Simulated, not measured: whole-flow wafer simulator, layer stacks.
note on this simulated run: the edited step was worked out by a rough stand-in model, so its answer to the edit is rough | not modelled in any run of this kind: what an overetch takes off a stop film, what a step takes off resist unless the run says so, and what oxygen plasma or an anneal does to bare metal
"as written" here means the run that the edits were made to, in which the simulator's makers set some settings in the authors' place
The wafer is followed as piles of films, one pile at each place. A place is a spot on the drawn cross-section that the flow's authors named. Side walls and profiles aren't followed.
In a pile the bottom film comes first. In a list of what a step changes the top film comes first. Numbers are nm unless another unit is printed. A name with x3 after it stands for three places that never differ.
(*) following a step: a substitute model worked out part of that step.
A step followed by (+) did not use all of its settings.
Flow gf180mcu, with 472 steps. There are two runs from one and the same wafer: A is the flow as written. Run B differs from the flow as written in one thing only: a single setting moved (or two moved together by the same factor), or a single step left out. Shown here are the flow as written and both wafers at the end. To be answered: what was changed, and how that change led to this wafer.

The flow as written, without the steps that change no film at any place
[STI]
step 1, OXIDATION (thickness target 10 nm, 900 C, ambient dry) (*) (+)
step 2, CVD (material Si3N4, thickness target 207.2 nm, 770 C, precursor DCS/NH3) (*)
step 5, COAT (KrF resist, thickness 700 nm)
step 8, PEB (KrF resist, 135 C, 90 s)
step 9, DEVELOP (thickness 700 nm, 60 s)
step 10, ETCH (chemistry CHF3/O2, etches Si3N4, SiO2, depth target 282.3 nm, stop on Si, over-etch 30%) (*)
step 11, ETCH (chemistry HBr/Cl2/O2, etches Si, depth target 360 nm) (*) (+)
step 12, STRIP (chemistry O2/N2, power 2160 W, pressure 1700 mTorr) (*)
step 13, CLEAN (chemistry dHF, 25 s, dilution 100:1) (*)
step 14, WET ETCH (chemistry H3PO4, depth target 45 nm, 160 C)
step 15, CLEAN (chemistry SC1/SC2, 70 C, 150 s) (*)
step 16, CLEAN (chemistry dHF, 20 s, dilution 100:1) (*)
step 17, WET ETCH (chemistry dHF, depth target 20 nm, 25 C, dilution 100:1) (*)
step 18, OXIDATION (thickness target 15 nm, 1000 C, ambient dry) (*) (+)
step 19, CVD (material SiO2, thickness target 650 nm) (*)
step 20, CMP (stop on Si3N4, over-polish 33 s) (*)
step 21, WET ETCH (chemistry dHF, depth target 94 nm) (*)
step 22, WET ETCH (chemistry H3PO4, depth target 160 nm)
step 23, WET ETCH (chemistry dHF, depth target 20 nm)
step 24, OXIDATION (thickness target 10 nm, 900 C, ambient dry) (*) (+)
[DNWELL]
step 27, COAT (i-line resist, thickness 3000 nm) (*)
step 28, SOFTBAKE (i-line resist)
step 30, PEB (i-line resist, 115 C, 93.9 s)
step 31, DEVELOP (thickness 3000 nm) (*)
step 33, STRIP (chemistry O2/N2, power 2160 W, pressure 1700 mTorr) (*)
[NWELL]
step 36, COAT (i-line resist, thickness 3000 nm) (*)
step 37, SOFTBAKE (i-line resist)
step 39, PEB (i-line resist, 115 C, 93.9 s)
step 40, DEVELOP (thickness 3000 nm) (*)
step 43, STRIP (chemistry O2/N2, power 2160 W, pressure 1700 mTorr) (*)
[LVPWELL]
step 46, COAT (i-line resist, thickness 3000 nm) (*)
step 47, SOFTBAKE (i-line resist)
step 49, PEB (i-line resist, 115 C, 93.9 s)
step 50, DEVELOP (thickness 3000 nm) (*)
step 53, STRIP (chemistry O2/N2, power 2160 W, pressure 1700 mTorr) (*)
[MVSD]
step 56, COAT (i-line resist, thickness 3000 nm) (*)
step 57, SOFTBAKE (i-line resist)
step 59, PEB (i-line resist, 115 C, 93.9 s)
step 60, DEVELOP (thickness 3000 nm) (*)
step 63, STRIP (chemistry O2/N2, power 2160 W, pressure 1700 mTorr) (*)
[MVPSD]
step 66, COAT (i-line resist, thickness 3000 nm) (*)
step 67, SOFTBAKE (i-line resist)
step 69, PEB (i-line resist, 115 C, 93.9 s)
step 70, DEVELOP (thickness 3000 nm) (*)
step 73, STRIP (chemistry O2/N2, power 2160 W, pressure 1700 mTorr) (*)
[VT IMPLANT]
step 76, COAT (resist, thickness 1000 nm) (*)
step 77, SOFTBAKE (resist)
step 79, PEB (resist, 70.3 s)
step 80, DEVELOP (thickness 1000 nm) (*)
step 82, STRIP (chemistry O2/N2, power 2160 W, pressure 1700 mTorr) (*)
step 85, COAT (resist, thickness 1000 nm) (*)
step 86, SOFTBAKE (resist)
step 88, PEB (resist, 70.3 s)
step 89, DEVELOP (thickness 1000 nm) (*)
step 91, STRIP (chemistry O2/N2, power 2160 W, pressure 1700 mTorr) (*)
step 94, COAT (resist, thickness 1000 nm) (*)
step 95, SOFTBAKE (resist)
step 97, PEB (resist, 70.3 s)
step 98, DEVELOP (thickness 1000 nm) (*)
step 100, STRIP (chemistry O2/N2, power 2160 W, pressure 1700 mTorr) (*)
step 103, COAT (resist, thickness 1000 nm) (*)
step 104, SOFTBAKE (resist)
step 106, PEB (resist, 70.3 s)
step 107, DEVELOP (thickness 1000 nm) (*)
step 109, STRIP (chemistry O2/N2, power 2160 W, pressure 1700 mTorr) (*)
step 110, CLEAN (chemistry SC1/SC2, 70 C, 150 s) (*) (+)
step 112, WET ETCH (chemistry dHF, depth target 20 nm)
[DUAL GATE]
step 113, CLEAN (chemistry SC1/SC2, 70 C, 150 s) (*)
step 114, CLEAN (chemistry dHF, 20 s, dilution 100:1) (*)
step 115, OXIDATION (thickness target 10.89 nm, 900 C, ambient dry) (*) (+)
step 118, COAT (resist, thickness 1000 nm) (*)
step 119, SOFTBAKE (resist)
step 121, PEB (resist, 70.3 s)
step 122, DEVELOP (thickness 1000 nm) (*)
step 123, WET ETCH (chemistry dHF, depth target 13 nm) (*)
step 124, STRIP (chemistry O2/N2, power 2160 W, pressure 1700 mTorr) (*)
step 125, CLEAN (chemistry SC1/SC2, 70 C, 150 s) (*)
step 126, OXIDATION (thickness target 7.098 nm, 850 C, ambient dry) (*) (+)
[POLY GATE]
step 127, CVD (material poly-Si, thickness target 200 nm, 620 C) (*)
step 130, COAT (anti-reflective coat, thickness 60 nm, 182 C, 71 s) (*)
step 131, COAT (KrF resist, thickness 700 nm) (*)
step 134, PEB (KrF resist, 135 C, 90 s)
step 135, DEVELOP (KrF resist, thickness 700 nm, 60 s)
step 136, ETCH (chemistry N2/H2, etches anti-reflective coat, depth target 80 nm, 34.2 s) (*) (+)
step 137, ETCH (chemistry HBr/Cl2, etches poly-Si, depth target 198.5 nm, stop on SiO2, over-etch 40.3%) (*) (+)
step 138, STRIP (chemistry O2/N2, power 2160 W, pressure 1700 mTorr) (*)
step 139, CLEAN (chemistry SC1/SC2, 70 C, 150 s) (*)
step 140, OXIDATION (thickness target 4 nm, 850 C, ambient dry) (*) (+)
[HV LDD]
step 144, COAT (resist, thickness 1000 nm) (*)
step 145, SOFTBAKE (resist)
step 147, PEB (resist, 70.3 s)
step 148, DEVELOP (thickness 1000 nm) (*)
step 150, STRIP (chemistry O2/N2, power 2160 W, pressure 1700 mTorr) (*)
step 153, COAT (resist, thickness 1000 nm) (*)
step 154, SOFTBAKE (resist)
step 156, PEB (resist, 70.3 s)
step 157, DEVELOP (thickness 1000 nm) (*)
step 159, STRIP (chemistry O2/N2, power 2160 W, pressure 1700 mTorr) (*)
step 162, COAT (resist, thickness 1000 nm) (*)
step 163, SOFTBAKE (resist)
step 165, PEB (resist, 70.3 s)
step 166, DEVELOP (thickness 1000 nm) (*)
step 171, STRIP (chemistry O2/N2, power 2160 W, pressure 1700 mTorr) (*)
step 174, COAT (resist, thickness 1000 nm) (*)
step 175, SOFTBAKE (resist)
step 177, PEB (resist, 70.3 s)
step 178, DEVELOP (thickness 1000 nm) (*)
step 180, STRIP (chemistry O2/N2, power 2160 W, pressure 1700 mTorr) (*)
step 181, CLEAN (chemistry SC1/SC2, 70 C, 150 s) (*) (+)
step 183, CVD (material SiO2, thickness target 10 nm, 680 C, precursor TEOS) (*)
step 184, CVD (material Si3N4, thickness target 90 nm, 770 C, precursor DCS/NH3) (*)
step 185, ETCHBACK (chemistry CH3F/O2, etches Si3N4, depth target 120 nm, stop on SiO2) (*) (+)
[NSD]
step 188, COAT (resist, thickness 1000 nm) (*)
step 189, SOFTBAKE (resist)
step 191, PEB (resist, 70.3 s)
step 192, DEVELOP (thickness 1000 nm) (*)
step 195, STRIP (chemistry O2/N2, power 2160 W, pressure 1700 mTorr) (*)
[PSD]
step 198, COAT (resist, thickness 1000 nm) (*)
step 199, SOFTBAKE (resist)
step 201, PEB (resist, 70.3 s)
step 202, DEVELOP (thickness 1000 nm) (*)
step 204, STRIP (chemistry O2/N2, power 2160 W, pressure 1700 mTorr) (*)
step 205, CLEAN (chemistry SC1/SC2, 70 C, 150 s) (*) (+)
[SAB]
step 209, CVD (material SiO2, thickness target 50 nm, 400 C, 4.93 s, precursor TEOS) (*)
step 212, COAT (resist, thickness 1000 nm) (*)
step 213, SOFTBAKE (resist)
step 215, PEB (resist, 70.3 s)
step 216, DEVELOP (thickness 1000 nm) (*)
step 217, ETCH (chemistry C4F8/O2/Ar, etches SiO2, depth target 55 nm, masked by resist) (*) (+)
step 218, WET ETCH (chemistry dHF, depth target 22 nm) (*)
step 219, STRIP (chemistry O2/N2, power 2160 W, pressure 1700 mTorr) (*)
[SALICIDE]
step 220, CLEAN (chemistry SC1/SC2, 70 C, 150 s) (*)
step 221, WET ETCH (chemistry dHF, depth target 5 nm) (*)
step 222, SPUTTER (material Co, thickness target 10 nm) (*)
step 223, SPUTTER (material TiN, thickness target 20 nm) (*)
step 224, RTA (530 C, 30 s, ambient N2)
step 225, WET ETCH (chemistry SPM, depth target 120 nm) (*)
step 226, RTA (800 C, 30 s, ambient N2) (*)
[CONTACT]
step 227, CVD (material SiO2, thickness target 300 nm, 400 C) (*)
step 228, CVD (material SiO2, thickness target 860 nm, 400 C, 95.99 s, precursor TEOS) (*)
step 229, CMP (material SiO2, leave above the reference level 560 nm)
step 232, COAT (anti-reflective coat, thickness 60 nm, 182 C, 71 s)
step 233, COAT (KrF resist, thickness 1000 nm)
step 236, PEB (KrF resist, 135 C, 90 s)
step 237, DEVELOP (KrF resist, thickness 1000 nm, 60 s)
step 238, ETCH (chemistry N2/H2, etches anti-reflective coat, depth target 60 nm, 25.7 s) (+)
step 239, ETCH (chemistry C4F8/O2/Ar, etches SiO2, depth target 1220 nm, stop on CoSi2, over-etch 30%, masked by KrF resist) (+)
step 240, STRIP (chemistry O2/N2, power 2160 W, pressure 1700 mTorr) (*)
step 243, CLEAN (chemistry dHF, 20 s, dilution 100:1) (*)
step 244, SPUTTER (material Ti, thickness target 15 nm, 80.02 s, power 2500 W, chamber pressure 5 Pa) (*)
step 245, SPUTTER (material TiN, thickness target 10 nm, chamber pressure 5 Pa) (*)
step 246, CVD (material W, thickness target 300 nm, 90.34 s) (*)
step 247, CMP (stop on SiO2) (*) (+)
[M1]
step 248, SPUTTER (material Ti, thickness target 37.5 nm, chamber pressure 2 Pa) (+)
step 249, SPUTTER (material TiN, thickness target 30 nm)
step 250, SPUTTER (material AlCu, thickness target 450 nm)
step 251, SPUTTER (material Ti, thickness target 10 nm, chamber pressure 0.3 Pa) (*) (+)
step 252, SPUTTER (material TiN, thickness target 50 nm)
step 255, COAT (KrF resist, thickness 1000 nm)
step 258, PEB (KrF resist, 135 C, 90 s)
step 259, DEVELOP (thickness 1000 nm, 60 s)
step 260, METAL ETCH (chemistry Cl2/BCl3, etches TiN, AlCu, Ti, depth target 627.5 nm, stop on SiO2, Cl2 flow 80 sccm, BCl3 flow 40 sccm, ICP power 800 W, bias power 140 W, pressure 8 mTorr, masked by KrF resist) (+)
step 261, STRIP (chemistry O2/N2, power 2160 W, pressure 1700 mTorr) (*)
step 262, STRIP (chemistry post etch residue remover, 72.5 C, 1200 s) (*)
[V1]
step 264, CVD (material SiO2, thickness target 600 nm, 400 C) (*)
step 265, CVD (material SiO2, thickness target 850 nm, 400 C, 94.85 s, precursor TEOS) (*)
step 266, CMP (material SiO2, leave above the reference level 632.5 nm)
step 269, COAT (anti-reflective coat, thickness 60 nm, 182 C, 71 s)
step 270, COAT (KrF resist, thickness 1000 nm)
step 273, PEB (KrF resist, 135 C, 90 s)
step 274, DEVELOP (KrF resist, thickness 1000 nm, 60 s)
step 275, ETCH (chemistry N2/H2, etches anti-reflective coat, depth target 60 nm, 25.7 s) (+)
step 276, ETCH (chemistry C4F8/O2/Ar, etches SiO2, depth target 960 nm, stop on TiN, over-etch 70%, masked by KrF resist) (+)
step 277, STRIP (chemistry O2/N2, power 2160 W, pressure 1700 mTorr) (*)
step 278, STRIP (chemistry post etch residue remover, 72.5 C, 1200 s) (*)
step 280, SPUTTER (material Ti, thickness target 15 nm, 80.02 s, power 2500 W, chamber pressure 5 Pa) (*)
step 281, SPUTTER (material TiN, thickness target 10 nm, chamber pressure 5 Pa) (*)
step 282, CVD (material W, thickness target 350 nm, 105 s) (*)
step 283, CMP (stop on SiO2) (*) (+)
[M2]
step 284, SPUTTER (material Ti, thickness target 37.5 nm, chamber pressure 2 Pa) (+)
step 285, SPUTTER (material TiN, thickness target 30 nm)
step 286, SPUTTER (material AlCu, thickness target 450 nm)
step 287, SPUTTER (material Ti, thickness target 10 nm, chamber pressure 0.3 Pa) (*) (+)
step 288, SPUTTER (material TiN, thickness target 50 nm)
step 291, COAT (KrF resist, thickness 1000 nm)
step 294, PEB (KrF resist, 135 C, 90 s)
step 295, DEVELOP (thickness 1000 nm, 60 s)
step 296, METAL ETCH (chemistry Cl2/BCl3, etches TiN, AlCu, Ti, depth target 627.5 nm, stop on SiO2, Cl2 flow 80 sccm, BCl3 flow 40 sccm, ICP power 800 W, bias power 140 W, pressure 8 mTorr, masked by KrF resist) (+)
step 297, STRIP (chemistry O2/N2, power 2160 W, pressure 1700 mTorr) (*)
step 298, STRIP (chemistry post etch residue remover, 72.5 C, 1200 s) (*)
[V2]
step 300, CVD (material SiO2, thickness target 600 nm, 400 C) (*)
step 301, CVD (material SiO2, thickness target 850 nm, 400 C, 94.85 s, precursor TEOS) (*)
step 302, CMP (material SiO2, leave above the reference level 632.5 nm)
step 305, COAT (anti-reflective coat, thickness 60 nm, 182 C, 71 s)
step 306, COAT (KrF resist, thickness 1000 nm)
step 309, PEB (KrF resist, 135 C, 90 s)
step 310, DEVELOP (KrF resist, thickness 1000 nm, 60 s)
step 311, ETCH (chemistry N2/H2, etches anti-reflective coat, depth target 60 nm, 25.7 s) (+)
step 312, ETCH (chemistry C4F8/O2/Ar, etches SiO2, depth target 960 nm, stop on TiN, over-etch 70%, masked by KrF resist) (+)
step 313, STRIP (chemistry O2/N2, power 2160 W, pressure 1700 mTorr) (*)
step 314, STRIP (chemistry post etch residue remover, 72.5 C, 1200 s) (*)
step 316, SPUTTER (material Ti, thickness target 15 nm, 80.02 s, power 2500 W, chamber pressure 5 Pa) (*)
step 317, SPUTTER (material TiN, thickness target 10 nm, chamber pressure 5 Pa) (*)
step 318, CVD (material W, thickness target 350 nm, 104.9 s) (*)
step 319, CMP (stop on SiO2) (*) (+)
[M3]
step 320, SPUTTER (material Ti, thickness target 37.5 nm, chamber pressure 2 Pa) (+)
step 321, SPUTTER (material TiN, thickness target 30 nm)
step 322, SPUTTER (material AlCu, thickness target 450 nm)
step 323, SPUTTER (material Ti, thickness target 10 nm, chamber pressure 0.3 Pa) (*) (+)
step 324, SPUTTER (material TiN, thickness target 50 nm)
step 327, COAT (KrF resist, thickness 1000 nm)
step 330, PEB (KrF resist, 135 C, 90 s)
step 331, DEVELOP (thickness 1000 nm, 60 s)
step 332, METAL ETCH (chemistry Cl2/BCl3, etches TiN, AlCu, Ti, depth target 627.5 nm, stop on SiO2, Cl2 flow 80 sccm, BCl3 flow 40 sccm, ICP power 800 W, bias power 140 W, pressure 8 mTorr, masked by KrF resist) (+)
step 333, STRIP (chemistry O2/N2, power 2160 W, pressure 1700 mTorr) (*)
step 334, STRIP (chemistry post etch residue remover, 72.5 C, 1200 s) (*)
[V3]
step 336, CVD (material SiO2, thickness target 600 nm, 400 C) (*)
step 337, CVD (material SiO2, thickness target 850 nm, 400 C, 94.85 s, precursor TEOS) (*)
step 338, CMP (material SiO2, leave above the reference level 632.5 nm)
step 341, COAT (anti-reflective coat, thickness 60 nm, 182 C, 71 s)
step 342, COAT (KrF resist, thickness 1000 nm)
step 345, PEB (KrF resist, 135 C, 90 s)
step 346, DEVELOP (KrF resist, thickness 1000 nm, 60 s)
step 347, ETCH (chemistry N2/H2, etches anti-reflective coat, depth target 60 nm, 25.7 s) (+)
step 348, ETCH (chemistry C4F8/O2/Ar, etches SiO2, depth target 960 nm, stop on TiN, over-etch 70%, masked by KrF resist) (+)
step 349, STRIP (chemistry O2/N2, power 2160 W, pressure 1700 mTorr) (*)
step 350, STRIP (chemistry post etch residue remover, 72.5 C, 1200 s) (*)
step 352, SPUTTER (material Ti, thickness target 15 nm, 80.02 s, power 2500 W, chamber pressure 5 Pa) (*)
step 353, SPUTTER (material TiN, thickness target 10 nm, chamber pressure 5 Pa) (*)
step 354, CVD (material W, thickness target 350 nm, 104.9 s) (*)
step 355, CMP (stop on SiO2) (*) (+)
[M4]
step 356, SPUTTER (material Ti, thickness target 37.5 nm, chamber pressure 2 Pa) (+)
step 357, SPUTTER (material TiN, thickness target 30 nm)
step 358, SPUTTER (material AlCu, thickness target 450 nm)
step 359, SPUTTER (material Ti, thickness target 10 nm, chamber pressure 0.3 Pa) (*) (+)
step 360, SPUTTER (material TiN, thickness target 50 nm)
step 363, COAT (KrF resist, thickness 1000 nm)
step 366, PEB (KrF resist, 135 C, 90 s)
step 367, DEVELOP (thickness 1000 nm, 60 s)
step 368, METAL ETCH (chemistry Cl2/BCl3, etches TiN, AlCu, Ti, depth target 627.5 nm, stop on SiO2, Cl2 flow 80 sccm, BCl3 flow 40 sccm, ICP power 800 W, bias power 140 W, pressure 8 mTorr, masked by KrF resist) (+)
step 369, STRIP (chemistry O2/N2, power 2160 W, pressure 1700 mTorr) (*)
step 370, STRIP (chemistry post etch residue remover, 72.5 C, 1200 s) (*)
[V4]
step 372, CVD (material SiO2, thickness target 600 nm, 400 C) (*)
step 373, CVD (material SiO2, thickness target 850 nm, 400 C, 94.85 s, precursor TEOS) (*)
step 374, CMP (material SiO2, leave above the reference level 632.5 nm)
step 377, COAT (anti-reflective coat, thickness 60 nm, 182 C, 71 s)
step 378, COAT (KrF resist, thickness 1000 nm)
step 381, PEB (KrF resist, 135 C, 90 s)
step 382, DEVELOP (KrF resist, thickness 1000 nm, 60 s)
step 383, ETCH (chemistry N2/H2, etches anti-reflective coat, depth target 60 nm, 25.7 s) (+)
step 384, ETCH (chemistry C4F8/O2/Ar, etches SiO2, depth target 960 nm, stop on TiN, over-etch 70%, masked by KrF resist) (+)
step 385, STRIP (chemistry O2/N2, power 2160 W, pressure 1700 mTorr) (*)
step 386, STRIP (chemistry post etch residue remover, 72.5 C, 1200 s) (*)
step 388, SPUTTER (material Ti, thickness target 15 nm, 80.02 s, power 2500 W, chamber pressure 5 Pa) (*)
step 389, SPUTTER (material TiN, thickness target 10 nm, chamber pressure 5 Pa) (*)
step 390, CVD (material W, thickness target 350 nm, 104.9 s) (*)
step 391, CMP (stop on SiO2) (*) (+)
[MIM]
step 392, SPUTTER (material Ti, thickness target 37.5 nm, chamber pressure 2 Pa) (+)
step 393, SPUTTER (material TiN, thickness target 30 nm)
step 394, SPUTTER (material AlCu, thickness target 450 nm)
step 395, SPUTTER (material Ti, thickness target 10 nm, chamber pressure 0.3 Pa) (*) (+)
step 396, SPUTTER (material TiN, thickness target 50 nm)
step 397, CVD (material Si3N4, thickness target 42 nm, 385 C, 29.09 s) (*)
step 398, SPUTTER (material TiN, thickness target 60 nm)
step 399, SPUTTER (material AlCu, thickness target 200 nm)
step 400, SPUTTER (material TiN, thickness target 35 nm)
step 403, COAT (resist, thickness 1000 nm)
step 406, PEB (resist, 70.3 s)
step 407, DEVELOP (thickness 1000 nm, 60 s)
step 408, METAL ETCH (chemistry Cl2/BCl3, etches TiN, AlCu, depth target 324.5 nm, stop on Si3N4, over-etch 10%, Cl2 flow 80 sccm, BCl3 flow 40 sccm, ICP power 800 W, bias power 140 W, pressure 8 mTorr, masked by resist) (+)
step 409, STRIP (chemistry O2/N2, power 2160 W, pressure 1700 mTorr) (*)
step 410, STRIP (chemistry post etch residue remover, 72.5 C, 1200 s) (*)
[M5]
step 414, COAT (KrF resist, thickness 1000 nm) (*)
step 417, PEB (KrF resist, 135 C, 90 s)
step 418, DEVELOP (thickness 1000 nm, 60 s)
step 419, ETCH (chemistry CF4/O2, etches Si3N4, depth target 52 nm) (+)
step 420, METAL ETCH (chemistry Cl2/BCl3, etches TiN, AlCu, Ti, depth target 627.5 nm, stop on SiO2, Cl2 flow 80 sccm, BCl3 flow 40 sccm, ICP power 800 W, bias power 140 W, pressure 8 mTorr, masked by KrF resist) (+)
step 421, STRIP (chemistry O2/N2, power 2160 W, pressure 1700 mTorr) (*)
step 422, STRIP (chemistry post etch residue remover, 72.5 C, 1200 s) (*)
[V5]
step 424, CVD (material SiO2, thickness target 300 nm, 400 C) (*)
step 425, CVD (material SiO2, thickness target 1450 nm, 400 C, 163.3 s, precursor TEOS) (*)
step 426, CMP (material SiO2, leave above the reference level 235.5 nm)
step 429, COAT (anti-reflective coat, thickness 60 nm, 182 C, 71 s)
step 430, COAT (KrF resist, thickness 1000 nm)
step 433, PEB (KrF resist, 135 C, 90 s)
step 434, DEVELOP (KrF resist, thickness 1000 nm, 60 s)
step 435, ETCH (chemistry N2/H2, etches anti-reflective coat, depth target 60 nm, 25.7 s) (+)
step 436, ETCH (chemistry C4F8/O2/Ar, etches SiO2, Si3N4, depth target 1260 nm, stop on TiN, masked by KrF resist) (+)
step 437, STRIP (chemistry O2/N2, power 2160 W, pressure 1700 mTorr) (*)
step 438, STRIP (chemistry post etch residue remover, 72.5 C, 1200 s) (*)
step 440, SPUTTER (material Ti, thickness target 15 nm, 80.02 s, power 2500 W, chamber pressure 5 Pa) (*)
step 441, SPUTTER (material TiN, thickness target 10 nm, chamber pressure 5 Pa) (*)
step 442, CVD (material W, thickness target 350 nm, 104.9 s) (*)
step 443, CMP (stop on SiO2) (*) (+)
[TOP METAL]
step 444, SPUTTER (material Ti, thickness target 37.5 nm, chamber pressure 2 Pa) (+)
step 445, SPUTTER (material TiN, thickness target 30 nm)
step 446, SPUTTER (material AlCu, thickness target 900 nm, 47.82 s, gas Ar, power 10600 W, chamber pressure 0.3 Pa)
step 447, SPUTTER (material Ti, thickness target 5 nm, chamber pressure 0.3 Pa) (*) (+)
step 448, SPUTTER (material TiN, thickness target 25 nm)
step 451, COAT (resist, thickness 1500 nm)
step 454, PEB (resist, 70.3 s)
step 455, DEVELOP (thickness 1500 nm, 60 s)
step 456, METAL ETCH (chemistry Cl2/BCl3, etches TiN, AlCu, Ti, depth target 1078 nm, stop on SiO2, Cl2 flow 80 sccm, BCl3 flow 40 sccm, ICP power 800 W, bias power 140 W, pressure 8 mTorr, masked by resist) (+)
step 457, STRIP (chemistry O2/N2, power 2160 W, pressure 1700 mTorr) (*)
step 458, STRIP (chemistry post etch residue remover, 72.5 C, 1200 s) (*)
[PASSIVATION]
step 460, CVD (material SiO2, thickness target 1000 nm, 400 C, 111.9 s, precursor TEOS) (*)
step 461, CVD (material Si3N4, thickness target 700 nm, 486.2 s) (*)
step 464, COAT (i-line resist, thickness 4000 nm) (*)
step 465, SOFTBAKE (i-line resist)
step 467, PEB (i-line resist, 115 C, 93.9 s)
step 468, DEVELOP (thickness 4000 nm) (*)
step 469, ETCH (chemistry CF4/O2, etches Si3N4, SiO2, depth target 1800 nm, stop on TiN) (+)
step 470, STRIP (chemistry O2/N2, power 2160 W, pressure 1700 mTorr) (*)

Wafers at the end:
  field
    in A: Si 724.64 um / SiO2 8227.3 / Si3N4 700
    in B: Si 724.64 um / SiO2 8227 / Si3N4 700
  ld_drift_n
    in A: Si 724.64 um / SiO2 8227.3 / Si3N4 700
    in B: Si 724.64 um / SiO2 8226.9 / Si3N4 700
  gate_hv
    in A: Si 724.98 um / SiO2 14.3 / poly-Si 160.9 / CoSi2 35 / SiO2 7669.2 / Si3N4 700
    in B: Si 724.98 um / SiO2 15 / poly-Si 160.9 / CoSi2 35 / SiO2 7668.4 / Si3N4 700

Cause: step 126, OXIDATION: thickness target 7.985 nm was run, while the flow as written has thickness target 7.098 nm.

The path from the change to this, step by step:
  step 126, OXIDATION (thickness target 7.098 nm, 850 C, ambient dry) (*) (+)
      gate_hv, active_hv, active_nat and 25 more: A SiO2 gains 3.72, Si loses 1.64 | B SiO2 gains 4.48, Si loses 1.97
      active, n_well, p_well and 12 more: A SiO2 gains 7.1 (new film), chemical SiO2 loses 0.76 (all of it), Si loses 2.79 | B SiO2 gains 7.99 (new film), chemical SiO2 loses 0.76 (all of it), Si loses 3.18
  step 189, SOFTBAKE (resist)
      nw_enc_fld_lv__w3: A resist gains 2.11 | B resist loses 1.57
  step 199, SOFTBAKE (resist)
      nw_enc_fld_lv__w3: A resist gains 2.11 | B resist loses 1.57
  step 218, WET ETCH (chemistry dHF, depth target 22 nm) (*)
      active, p_well, sd_n, iso_ptap_pw, iso_ntap_nw, iso_ptap_sub, vpnp_e: A SiO2 loses 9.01 (all of it) | B SiO2 loses 9.84 (all of it)
      ldn_tap, ldn_src, ldn_drn, ldp_tap, ldp_src, ldp_drn, ldp_gr: A SiO2 loses 16 (all of it) | B SiO2 loses 16.7 (all of it)
      (as well as at 9 more places)
